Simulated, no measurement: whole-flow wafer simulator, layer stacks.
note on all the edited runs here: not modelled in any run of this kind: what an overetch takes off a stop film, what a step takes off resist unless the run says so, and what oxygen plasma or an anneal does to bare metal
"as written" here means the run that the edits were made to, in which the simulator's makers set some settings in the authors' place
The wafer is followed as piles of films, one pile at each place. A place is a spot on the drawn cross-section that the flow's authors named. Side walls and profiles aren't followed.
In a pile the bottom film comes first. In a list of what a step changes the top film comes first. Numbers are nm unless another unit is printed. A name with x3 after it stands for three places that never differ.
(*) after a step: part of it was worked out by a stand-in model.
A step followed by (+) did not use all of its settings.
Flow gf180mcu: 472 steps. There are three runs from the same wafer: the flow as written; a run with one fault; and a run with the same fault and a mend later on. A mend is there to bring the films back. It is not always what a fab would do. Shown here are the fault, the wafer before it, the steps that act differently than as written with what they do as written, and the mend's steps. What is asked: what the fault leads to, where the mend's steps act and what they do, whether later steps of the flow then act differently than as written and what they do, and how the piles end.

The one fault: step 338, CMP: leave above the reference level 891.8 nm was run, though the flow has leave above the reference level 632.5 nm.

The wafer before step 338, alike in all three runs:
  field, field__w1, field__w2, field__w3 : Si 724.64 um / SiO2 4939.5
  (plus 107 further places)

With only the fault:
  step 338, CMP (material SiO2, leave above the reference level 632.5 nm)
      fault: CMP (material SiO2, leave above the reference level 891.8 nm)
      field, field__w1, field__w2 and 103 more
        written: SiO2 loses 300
        fault: SiO2 loses 40.7
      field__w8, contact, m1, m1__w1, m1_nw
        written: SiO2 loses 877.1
        fault: SiO2 loses 617.8
  Steps further on in the flow that do not act as written:
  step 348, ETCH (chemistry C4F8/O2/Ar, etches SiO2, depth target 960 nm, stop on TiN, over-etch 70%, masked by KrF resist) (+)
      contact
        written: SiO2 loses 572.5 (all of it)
        fault: SiO2 loses 831.8 (all of it)
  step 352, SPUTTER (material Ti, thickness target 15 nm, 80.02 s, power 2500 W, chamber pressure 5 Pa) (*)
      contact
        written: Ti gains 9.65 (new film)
        fault: Ti gains 8.31 (new film)
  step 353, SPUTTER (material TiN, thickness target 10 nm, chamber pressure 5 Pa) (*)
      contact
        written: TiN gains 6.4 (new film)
        fault: TiN gains 5.5 (new film)
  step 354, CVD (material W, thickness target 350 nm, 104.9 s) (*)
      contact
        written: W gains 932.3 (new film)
        fault: W gains 1193.8 (new film)
  The piles end different from the flow's at field, field__w1, field__w2 and 109 more by more than 2% or 0.5 nm, whichever is larger.
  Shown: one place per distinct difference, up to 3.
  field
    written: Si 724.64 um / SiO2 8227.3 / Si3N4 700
    fault: Si 724.64 um / SiO2 8486.6 / Si3N4 700
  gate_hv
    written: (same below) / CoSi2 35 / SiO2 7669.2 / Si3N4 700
    fault: (same below) / CoSi2 35 / SiO2 7928.5 / Si3N4 700
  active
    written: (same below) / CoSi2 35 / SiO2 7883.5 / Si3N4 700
    fault: (same below) / CoSi2 35 / SiO2 8142.8 / Si3N4 700

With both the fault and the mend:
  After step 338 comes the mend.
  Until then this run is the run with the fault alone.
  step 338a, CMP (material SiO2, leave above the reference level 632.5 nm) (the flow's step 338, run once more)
      field, field__w1, field__w2 and 108 more
        SiO2 loses 259.3
  Later steps of the flow that are run all act as written at every place that is followed.
  At every place that both follow, the piles at the end match the flow's.
